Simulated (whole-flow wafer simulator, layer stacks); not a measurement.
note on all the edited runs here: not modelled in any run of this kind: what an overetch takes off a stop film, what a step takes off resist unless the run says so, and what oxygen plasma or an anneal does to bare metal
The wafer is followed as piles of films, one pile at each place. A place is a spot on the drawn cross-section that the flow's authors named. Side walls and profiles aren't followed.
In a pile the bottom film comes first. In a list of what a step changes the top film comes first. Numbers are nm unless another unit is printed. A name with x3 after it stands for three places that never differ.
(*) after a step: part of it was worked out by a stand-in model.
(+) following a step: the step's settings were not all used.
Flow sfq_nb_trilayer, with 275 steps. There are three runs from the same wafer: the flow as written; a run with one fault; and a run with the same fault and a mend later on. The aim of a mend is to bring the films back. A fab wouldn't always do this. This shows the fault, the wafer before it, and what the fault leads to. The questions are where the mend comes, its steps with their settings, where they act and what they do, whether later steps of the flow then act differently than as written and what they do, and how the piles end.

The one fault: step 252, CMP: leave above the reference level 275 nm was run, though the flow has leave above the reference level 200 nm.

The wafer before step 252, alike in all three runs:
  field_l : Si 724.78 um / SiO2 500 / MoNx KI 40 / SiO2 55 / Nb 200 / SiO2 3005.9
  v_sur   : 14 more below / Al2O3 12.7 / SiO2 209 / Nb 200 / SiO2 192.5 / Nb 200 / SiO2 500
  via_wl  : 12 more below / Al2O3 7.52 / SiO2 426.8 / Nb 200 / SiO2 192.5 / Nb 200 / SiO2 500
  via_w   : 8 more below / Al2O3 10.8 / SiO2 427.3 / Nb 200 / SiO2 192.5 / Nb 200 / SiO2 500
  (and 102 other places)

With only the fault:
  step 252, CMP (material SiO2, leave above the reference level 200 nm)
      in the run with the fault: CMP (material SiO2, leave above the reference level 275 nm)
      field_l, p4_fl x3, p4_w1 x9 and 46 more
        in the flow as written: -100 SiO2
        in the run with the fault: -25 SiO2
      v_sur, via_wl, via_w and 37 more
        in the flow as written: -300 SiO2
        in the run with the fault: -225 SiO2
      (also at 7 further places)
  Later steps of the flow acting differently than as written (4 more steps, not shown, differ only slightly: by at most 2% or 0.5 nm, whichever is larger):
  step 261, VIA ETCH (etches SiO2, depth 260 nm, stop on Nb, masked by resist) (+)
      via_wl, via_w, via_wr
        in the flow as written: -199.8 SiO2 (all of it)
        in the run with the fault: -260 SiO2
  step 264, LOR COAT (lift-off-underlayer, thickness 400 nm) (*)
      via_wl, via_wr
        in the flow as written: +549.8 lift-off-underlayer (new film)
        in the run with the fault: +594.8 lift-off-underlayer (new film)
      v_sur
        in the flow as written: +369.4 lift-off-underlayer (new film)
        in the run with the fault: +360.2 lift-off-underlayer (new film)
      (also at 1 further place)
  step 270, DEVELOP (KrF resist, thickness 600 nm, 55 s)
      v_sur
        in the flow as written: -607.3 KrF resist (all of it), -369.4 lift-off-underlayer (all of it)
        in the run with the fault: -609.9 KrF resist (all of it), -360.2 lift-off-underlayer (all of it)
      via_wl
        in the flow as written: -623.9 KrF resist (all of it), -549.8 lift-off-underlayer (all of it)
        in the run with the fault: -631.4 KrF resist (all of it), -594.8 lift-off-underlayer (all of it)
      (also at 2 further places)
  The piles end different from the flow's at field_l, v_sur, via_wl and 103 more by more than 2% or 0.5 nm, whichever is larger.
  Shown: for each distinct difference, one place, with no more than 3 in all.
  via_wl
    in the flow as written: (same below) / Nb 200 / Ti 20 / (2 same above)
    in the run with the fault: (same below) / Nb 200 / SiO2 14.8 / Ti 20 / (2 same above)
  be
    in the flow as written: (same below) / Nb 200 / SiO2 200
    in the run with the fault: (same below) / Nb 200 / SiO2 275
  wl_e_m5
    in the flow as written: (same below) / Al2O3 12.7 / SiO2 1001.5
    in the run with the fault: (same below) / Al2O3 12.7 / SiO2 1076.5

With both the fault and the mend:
  The mend follows step 259.
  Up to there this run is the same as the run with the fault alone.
  step 259a, STRIP (over-ash 65%, gas O2, power 200 W) (*)
      field_l, v_sur, via_sp and 100 more
        -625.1 KrF resist (all of it), -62 anti-reflective coat (all of it)
      via_wl, via_w, via_wr
        -62 anti-reflective coat (all of it)
  step 259b, CMP (material SiO2, leave above the reference level 200 nm) (a further turn of the flow's step 252)
      field_l, v_sur, via_wl and 103 more
        -75 SiO2
  step 259c, COAT (anti-reflective coat, thickness 62 nm) (a further turn of the flow's step 254)
      field_l, v_sur, via_wl and 103 more
        +62 anti-reflective coat (new film)
  step 259d, COAT (KrF resist, thickness 650 nm) (a further turn of the flow's step 255)
      field_l, v_sur, via_wl and 103 more
        +650 KrF resist (new film)
  step 259e, SOFTBAKE (KrF resist) (a further turn of the flow's step 256)
      does not change any film at any place that is followed
  step 259f, EXPOSE (photomask I7, dose 11.93 mJ/cm2, NA 0.6, wavelength 248 nm) (*) (a further turn of the flow's step 257)
      does not change any film at any place that is followed
  step 259g, PEB (KrF resist, 90 s) (a further turn of the flow's step 258)
      field_l, v_sur, via_wl and 103 more
        -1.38 KrF resist
  step 259h, DEVELOP (KrF resist, thickness 650 nm, 60 s) (a further turn of the flow's step 259)
      field_l, v_sur, via_sp and 100 more
        -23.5 KrF resist
      via_wl, via_w, via_wr
        -648.6 KrF resist (all of it)
  None of the later steps of the flow acts differently than as written at any place that is followed.
  At every place that both follow, the piles at the end match the flow's.
